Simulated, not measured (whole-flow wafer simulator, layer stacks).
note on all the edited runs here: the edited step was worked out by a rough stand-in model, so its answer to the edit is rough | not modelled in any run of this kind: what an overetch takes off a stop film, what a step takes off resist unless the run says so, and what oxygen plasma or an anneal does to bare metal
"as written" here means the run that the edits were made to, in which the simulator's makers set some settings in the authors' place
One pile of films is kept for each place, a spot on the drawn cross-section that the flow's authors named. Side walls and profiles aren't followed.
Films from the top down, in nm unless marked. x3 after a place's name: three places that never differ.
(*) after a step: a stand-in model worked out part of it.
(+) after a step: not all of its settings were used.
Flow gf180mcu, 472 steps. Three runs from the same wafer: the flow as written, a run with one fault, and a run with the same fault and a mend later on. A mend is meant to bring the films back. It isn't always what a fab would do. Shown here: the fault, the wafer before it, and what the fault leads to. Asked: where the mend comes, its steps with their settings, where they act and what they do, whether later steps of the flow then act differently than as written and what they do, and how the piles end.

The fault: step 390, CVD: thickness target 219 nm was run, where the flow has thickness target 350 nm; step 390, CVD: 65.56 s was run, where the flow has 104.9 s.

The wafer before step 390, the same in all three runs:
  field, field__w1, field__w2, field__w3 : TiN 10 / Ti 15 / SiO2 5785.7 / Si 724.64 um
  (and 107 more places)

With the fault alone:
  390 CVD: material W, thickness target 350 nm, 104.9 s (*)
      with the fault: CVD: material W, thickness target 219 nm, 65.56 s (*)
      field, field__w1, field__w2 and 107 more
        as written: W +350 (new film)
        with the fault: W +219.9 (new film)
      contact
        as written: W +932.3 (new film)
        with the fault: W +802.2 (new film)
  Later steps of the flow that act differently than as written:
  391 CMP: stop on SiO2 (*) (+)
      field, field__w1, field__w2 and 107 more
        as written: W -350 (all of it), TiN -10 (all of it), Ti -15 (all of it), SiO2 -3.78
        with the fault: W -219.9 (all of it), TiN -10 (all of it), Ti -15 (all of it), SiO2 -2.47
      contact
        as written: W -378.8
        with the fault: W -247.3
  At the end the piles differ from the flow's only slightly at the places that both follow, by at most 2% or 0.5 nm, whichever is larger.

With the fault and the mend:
  The mend comes after step 390.
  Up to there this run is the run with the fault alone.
  390a CVD: material W, thickness target 131 nm, 39.26 s (the flow's step 390 once more, with other settings)
      field, field__w1, field__w2 and 108 more
        W +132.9
  No later step of the flow acts differently than as written, at any place that is followed, by more than 2% or 0.5 nm, whichever is larger.
  At the end the piles differ from the flow's only slightly at the places that both follow, by at most 2% or 0.5 nm, whichever is larger.
